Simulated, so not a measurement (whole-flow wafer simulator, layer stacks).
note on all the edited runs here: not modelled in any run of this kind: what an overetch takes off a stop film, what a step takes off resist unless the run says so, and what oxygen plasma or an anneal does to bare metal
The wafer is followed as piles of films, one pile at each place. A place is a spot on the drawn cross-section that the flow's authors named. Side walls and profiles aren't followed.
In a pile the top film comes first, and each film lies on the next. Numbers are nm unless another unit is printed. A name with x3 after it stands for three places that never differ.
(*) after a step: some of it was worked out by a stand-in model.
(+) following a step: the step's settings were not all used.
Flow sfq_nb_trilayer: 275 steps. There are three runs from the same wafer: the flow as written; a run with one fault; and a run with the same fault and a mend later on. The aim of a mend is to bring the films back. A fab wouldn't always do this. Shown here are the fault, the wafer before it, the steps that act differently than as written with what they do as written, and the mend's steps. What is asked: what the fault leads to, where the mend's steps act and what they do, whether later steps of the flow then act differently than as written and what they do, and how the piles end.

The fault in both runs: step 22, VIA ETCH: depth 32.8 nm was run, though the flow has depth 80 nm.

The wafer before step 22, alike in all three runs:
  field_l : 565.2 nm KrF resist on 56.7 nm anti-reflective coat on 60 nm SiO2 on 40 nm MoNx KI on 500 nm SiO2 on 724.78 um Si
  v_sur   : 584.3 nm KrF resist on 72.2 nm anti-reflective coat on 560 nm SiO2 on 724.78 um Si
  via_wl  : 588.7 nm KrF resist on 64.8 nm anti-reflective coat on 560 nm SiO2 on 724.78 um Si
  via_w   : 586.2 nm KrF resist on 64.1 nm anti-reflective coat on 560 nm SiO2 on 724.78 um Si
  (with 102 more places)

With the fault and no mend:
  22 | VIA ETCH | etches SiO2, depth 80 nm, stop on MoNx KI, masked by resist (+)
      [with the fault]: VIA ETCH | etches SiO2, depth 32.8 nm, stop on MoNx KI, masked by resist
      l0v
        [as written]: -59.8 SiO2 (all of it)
        [with the fault]: -32.8 SiO2
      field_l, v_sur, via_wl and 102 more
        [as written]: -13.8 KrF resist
        [with the fault]: -5.66 KrF resist
  Steps later in the flow that act otherwise than as written (not shown: 7 more steps that differ only slightly, by at most 2% or 0.5 nm, whichever is larger):
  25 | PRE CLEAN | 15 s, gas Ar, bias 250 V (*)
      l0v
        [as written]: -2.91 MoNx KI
        [with the fault]: -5 SiO2
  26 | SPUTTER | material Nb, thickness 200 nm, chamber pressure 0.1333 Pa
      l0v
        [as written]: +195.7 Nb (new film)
        [with the fault]: +200 Nb (new film)
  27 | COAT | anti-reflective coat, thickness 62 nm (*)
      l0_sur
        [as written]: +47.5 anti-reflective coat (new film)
        [with the fault]: +50.3 anti-reflective coat (new film)
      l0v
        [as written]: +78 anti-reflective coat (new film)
        [with the fault]: +70.2 anti-reflective coat (new film)
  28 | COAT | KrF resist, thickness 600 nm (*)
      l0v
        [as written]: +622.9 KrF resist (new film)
        [with the fault]: +607.4 KrF resist (new film)
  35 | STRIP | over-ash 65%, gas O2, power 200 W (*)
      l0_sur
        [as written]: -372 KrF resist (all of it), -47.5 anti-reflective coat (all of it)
        [with the fault]: -373.5 KrF resist (all of it), -50.3 anti-reflective coat (all of it)
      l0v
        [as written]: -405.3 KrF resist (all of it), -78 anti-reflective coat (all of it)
        [with the fault]: -389.7 KrF resist (all of it), -70.2 anti-reflective coat (all of it)
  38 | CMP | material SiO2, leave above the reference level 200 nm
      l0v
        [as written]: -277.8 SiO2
        [with the fault]: -307 SiO2
  At l0v, the piles at the end differ from the flow's by more than 2% or 0.5 nm, whichever is larger.
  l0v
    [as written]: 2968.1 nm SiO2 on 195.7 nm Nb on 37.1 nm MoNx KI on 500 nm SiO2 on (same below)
    [with the fault]: 2938.8 nm SiO2 on 200 nm Nb on 22 nm SiO2 on 40 nm MoNx KI on 500 nm SiO2 on (same below)

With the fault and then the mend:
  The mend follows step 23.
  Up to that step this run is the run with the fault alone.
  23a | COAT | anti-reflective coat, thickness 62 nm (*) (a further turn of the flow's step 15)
      p4_fl x3, p4_w1 x9, p4_g1 x2 and 59 more
        +62 anti-reflective coat (new film)
      be, be_sur, gap and 6 more
        +63.7 anti-reflective coat (new film)
      c5j, ce_r, sp_r, be_r, r_sur
        +63.6 anti-reflective coat (new film)
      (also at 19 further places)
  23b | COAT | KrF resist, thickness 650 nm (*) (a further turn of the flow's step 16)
      p4_fl x3, p4_w1 x9, p4_g1 x2 and 59 more
        +650 KrF resist (new film)
      ce_l, c5j, ce_r, sp_r, be_r, r_sur, res
        +656.8 KrF resist (new film)
      gap, jj_sur, r_end
        +656.9 KrF resist (new film)
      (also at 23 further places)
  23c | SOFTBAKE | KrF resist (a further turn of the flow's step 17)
      alters no film at any place that is followed
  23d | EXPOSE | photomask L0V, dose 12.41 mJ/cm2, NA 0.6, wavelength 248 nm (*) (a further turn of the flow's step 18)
      alters no film at any place that is followed
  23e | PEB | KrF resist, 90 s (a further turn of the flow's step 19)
      p4_fl x3, p4_w1 x9, p4_g1 x2 and 59 more
        -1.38 KrF resist
      via_v, wire, be and 17 more
        -1.39 KrF resist
      v_sur, via_w, via_wr, via_sp, ln_m6, lsp_r
        -1.4 KrF resist
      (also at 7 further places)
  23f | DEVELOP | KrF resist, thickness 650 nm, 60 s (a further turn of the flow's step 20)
      field_l, v_sur, via_wl and 102 more
        -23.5 KrF resist
      l0v
        -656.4 KrF resist (all of it)
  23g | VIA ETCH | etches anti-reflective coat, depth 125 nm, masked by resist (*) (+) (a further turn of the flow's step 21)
      field_l, v_sur, via_wl and 102 more
        -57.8 KrF resist
      l0v
        -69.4 anti-reflective coat (all of it), -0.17 SiO2
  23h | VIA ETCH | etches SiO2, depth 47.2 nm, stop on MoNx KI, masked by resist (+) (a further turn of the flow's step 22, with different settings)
      field_l, v_sur, via_wl and 102 more
        -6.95 KrF resist
      l0v
        -26.9 SiO2 (all of it)
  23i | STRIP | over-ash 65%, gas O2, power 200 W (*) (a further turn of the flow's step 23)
      p4_fl x3, p4_w1 x9, p4_g1 x2 and 59 more
        -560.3 KrF resist (all of it), -62 anti-reflective coat (all of it)
      c5j, ce_r, sp_r, be_r, r_sur
        -567.1 KrF resist (all of it), -63.6 anti-reflective coat (all of it)
      jj_sur, ce_l, res
        -567.1 KrF resist (all of it), -63.7 anti-reflective coat (all of it)
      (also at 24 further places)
  None of the later steps of the flow acts differently than as written at any place that is followed.
  At every place that both follow, the piles at the end match the flow's.
